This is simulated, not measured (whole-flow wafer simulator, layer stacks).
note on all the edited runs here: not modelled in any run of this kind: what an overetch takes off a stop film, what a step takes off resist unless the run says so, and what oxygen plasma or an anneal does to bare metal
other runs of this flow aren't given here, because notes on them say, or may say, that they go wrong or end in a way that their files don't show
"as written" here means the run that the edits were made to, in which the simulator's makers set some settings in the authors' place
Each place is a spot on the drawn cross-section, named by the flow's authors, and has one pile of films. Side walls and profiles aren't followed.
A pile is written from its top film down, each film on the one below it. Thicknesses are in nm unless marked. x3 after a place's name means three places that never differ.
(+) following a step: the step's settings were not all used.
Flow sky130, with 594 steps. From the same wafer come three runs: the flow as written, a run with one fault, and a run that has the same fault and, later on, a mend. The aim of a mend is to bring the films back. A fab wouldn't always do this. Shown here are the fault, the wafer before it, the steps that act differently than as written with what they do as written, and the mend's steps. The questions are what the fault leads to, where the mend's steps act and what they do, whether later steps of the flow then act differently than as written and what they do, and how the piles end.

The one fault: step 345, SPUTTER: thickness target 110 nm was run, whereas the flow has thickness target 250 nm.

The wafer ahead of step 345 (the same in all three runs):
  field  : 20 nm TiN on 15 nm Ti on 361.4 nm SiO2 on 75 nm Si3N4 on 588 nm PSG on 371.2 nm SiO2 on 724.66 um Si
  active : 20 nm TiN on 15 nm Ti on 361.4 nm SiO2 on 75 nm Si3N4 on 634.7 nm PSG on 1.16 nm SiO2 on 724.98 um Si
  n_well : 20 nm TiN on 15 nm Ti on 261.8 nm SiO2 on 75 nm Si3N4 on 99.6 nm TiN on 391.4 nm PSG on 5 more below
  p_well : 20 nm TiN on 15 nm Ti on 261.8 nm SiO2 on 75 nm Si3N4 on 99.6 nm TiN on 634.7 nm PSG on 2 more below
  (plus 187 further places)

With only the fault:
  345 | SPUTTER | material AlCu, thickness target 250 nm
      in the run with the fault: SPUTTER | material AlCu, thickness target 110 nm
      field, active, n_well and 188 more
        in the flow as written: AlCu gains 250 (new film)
        in the run with the fault: AlCu gains 110 (new film)
  Steps further on in the flow that do not act as written (3 more steps, not shown, differ only slightly: by at most 2% or 0.5 nm, whichever is larger):
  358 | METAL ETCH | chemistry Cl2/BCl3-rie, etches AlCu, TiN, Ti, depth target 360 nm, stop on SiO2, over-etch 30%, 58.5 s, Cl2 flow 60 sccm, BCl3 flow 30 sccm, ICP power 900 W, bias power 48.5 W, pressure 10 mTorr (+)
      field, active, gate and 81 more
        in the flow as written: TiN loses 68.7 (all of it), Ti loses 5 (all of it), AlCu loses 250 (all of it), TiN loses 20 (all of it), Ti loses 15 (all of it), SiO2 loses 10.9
        in the run with the fault: TiN loses 68.7 (all of it), Ti loses 5 (all of it), AlCu loses 110 (all of it), TiN loses 20 (all of it), Ti loses 15 (all of it), SiO2 loses 24.9
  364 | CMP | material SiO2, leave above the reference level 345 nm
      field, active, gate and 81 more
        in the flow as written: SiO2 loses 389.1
        in the run with the fault: SiO2 loses 515.1
  By the end, the piles at field, active, n_well and 190 more depart from the flow's by more than 2% or 0.5 nm, whichever is larger.
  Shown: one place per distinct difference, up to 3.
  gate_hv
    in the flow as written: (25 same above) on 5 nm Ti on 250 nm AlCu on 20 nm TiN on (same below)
    in the run with the fault: (25 same above) on 5 nm Ti on 110 nm AlCu on 20 nm TiN on (same below)
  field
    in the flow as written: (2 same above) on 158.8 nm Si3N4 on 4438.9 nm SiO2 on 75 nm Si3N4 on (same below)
    in the run with the fault: (2 same above) on 158.8 nm Si3N4 on 4298.9 nm SiO2 on 75 nm Si3N4 on (same below)
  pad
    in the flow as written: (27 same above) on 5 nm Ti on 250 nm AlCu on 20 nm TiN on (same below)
    in the run with the fault: (27 same above) on 5 nm Ti on 110 nm AlCu on 20 nm TiN on (same below)

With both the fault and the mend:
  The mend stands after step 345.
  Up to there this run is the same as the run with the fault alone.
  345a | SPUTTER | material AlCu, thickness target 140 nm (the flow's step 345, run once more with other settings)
      field, active, n_well and 188 more
        AlCu gains 140
  None of the later steps of the flow acts differently than as written at any place that is followed.
  By the end, the piles equal the flow's at every place that both follow.
